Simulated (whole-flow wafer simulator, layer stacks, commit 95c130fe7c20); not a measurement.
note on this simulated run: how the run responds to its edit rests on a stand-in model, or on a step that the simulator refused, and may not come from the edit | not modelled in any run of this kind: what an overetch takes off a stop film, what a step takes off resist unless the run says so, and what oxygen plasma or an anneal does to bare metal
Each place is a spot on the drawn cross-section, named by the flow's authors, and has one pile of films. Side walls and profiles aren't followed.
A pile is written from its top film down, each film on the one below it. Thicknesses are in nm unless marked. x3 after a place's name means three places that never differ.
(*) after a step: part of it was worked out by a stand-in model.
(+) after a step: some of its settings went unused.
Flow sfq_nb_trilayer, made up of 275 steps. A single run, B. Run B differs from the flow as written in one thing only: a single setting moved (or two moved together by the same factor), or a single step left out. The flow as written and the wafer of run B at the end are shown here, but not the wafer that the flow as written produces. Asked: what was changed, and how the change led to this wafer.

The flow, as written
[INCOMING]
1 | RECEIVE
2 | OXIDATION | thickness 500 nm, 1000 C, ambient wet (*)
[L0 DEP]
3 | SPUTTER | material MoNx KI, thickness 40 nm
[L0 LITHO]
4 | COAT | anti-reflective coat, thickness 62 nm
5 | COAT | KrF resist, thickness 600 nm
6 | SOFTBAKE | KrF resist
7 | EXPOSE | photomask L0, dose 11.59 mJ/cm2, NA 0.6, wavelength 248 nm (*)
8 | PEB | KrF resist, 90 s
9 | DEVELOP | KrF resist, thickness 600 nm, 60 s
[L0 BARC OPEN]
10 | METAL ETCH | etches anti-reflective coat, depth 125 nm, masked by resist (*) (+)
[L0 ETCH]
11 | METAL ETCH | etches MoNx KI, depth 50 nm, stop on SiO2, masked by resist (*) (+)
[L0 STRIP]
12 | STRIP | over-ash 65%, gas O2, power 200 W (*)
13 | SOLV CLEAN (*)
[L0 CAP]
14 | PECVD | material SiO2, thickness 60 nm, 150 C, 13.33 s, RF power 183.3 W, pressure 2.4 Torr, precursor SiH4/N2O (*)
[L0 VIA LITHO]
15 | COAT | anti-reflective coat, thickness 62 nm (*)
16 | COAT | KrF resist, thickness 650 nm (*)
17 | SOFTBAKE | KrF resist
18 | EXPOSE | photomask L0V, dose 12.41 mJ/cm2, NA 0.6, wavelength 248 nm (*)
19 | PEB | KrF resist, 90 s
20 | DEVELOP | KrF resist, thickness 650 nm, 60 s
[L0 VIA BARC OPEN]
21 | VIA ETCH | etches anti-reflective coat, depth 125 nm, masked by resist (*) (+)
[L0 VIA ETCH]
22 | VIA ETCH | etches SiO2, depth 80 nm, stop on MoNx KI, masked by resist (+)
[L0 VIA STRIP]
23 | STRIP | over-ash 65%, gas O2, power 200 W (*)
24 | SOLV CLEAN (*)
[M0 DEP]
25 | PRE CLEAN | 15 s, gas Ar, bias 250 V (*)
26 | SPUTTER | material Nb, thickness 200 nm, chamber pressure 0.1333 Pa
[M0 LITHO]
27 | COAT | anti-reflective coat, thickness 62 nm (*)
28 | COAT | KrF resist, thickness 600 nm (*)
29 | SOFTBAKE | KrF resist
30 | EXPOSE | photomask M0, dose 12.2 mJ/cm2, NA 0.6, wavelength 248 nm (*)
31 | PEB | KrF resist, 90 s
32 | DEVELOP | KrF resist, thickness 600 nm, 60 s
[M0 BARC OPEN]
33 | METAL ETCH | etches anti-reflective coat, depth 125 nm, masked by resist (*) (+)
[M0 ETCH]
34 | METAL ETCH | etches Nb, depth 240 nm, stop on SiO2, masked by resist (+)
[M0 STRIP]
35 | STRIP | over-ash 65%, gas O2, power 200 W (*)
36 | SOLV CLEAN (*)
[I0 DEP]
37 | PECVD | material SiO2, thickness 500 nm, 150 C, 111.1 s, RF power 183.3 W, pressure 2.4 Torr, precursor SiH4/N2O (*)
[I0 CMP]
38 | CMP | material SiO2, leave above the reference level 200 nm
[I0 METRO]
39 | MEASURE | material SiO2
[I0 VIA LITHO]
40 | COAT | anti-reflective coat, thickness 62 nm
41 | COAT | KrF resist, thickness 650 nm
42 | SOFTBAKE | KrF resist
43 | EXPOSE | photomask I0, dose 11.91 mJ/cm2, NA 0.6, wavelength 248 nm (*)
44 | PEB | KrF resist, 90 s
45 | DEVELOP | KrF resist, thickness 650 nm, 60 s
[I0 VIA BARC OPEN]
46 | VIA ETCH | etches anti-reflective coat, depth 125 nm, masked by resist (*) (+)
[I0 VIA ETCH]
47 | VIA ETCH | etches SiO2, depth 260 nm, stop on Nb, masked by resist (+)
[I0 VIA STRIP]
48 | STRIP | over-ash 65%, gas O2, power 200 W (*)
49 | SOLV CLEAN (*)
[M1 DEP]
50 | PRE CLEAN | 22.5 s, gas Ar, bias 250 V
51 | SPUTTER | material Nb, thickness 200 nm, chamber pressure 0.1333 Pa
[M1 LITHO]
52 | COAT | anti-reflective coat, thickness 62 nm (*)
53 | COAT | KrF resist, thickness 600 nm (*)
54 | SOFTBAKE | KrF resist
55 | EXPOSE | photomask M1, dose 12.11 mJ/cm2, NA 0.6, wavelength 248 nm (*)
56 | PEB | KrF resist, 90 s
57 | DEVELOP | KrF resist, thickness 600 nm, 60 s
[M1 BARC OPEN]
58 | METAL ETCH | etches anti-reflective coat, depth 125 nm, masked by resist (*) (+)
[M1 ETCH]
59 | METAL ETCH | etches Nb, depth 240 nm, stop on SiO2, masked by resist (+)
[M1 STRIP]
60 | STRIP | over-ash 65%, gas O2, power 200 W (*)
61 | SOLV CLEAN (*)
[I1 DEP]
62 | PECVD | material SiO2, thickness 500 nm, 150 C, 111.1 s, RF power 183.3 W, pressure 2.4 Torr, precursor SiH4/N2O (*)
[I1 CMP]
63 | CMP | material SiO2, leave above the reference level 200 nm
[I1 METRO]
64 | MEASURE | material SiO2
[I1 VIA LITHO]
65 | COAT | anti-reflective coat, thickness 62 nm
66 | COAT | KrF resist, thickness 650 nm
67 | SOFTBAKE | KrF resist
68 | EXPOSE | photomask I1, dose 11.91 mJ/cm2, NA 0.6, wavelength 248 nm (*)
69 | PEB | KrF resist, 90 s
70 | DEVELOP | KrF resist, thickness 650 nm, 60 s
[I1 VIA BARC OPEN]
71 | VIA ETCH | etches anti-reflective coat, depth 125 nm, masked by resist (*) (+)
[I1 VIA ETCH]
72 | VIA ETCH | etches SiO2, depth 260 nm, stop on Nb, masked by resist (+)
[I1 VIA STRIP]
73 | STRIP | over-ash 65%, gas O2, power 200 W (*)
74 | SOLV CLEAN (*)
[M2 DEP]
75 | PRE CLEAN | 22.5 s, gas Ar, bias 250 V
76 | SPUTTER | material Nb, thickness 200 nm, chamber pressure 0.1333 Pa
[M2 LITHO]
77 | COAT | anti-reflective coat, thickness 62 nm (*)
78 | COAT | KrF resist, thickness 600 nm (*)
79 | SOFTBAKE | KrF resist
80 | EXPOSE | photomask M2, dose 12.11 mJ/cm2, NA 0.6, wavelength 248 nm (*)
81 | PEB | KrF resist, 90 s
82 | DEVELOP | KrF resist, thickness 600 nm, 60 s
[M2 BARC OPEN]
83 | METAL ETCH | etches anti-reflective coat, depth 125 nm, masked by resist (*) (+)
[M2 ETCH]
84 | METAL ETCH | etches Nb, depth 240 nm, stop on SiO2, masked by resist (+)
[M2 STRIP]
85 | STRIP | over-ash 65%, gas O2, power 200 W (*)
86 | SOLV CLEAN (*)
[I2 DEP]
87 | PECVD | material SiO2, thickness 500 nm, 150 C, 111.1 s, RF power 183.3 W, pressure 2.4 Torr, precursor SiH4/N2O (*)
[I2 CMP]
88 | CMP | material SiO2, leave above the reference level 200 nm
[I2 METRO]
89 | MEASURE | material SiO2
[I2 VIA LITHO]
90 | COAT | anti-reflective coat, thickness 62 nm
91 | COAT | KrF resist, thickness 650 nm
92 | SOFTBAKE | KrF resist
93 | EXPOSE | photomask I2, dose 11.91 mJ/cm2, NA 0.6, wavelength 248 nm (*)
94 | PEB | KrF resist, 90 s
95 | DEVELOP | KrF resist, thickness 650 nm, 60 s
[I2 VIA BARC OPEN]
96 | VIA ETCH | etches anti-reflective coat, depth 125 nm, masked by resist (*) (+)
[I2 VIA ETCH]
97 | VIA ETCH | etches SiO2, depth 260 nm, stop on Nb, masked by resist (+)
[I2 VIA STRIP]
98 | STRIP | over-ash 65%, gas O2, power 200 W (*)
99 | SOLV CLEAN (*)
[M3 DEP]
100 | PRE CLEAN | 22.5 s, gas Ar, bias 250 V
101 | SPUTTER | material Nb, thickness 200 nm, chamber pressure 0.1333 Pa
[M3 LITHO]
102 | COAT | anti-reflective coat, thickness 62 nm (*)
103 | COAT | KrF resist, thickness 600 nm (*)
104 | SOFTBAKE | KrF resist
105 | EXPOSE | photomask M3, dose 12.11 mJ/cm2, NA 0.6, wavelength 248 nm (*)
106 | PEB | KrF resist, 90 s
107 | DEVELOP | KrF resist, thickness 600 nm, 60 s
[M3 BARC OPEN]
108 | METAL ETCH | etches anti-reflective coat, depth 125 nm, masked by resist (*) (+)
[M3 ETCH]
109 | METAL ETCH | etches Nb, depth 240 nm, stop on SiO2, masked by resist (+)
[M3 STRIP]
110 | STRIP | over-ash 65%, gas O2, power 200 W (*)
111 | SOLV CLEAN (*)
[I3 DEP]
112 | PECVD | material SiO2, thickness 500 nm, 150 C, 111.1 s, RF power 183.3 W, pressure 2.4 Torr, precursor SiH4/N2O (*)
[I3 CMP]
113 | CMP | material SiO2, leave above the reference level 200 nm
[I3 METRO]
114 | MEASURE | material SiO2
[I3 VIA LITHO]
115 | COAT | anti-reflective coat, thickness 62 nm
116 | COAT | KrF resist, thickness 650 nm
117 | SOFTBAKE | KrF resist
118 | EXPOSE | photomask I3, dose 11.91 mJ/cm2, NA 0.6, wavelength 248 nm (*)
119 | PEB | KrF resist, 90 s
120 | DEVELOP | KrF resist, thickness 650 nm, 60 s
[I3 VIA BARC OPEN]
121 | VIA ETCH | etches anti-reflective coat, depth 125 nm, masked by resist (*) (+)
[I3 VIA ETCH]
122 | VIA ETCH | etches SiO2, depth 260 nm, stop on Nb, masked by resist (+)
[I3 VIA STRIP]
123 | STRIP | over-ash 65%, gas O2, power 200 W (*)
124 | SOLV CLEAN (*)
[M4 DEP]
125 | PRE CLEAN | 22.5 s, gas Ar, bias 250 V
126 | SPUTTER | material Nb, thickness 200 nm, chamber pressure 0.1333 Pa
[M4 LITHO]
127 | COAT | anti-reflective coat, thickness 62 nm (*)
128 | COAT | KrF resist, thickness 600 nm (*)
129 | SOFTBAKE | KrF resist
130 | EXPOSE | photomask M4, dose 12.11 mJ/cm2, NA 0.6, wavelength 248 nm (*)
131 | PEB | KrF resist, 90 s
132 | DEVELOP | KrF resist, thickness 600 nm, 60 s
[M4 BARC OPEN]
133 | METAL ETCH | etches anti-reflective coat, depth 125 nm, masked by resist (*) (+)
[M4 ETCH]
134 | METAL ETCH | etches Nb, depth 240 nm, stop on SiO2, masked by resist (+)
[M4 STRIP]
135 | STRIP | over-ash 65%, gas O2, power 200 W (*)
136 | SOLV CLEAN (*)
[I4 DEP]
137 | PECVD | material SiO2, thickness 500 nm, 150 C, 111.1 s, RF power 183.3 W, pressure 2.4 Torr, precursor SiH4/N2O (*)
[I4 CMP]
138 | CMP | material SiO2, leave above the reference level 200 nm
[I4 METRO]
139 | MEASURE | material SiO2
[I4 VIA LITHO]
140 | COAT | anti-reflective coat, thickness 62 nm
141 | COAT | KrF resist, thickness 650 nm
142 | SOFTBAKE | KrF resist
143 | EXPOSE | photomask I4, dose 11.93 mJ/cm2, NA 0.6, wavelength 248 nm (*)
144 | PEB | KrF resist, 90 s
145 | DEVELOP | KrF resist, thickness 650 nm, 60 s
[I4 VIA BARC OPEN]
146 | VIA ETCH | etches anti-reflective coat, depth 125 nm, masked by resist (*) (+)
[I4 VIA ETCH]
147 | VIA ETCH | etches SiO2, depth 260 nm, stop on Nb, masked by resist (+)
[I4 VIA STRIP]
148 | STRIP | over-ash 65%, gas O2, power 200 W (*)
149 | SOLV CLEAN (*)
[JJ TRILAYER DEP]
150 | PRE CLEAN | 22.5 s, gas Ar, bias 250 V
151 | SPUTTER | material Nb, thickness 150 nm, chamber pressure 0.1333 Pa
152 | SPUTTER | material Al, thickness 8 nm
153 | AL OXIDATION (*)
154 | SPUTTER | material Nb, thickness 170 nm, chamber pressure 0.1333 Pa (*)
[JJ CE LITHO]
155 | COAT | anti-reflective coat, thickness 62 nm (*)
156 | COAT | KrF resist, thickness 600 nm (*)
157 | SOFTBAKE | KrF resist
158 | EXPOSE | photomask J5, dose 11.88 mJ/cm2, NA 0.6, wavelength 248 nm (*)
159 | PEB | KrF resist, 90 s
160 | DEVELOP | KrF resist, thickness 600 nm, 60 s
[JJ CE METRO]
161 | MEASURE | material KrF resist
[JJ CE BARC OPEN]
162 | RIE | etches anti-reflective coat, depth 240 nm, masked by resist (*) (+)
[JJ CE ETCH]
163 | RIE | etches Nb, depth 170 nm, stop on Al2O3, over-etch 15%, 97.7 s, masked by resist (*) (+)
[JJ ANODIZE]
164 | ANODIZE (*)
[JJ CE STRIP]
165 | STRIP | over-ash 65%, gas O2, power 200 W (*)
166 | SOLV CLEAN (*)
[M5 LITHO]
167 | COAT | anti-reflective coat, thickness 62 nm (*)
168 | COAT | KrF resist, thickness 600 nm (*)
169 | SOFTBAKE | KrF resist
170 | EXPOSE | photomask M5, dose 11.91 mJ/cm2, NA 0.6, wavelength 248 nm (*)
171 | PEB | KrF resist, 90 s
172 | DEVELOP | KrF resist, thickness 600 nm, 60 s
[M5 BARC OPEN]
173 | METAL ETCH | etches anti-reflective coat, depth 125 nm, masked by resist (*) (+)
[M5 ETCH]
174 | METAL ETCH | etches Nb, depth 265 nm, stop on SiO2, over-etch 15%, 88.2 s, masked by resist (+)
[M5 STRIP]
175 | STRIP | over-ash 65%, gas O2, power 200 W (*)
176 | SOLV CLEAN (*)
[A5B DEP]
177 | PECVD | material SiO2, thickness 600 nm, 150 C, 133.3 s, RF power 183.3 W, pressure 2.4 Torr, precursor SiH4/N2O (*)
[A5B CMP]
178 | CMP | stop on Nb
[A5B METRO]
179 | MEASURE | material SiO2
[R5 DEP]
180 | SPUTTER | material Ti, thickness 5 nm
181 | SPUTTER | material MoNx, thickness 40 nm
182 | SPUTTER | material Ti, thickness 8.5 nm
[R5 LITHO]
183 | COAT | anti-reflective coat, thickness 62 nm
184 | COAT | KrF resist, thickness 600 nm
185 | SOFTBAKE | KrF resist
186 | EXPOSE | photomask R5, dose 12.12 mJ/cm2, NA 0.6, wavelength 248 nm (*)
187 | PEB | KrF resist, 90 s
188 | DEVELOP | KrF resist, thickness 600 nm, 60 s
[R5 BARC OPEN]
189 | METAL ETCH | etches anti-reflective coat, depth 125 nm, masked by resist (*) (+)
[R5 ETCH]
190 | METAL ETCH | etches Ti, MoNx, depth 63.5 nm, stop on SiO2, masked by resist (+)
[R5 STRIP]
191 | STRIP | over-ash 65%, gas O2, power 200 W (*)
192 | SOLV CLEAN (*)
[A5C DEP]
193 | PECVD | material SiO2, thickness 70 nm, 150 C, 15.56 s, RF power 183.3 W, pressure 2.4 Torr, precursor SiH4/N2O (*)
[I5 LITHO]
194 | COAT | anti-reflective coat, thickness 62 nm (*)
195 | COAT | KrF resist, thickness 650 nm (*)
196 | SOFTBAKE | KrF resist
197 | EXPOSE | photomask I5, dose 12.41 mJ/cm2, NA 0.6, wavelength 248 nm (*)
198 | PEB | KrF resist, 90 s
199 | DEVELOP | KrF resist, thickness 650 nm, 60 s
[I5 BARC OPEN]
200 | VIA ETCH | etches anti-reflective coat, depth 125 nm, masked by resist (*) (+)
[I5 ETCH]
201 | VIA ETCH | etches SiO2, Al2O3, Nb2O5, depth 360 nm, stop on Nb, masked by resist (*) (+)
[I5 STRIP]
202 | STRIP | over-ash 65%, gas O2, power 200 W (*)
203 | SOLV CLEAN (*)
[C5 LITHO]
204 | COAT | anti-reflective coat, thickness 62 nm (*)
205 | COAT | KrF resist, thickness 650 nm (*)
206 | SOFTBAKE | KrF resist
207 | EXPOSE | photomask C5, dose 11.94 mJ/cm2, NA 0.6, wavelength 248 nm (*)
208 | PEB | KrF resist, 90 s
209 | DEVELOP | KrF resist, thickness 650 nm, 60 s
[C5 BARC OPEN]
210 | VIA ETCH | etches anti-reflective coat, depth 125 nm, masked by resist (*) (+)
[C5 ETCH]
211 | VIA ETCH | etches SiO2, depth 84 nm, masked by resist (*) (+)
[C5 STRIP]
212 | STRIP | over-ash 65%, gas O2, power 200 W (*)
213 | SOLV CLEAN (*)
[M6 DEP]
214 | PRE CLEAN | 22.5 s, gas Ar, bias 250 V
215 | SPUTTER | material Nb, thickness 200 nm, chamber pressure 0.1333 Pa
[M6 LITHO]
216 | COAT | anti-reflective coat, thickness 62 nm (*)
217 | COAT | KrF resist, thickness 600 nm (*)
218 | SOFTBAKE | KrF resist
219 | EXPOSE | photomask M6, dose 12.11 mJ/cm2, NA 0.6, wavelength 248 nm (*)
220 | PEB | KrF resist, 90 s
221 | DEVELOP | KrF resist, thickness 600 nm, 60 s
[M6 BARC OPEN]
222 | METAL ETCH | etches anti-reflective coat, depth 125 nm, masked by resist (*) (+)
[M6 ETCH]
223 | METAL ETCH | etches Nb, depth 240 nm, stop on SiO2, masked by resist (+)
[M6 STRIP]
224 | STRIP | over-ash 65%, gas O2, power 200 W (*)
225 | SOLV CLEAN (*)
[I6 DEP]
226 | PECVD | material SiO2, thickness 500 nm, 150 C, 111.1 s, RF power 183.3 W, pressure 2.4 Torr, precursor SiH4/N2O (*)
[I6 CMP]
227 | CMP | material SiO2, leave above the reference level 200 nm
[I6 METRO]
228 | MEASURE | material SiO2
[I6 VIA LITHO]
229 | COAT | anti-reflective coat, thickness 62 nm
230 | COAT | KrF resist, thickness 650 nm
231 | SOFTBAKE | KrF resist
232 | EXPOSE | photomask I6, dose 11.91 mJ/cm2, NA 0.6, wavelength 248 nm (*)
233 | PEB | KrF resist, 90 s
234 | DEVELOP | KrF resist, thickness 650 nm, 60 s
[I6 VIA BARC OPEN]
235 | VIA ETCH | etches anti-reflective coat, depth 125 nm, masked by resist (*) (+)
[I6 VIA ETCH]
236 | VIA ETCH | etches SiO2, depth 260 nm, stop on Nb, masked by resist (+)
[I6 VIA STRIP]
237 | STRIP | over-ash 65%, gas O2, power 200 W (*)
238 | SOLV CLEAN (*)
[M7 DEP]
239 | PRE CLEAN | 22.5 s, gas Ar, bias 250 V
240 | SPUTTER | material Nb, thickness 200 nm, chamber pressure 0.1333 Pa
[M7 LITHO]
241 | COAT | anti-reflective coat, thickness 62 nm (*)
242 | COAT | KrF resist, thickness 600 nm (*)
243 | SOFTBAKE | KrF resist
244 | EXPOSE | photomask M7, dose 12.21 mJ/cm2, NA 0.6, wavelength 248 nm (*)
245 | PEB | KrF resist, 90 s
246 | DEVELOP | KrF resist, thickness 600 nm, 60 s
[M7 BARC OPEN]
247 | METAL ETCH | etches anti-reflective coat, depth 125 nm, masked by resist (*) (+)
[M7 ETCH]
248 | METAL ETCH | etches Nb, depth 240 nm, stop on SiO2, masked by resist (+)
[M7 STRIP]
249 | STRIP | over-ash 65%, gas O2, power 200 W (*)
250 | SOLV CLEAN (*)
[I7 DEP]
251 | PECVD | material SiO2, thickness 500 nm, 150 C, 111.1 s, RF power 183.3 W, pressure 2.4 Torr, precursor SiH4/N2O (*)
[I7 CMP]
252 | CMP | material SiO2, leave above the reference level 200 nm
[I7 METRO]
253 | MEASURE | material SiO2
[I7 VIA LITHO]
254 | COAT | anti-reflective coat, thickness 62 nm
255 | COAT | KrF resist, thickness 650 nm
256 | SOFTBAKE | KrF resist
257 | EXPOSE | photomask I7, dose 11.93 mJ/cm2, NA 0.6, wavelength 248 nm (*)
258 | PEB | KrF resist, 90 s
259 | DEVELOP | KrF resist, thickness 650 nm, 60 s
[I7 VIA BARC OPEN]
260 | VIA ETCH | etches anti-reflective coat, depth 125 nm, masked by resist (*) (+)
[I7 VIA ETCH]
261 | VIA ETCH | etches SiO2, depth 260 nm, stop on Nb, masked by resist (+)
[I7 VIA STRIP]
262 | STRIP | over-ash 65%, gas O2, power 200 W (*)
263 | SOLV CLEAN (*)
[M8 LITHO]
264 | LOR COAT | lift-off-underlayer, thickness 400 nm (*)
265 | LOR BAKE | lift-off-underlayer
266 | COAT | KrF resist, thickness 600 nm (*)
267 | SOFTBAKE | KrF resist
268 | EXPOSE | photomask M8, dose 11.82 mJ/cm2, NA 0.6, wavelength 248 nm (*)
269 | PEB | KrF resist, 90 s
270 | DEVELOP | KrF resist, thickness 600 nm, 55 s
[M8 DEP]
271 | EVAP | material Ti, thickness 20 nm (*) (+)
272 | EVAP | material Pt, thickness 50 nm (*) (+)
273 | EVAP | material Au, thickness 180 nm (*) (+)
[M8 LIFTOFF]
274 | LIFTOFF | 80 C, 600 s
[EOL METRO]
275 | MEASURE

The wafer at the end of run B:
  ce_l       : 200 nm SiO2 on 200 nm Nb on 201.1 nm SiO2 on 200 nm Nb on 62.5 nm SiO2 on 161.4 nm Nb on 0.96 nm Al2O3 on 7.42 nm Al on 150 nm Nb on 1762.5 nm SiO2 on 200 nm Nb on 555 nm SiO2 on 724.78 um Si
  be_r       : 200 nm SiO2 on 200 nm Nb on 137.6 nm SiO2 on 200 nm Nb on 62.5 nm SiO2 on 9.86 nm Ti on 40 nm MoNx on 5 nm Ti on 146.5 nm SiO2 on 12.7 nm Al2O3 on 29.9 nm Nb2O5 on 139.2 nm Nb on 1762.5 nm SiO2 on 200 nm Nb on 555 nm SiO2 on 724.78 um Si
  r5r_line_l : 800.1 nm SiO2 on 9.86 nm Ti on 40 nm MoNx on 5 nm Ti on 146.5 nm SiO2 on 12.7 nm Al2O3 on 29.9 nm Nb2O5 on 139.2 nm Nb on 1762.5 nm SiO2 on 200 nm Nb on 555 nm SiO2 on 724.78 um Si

The reason: step 182, SPUTTER: thickness 9.86 nm was run, while the flow as written has thickness 8.5 nm.
One can read it off the wafer: be_r has Ti 9.86, and step 182 as written asks for 8.5 nm.

The path from the change to this, step by step:
  182 | SPUTTER | material Ti, thickness 8.5 nm
      field_l, v_sur, via_wl and 103 more: Ti gains 9.86 (new film) (as written it would have been: Ti gains 8.5 (new film))
  190 | METAL ETCH | etches Ti, MoNx, depth 63.5 nm, stop on SiO2, masked by resist (+)
      field_l, v_sur, via_wl and 92 more: Ti loses 9.86 (all of it), MoNx loses 40 (all of it), Ti loses 5 (all of it) (as written it would have been: Ti loses 8.5 (all of it), MoNx loses 40 (all of it), Ti loses 5 (all of it))
      ce_l, c5j, ce_r, wl_jj: Ti loses 9.86 (all of it), MoNx loses 40 (all of it), Ti loses 5 (all of it), Nb loses 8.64 (as written it would have been: Ti loses 8.5 (all of it), MoNx loses 40 (all of it), Ti loses 5 (all of it), Nb loses 10)
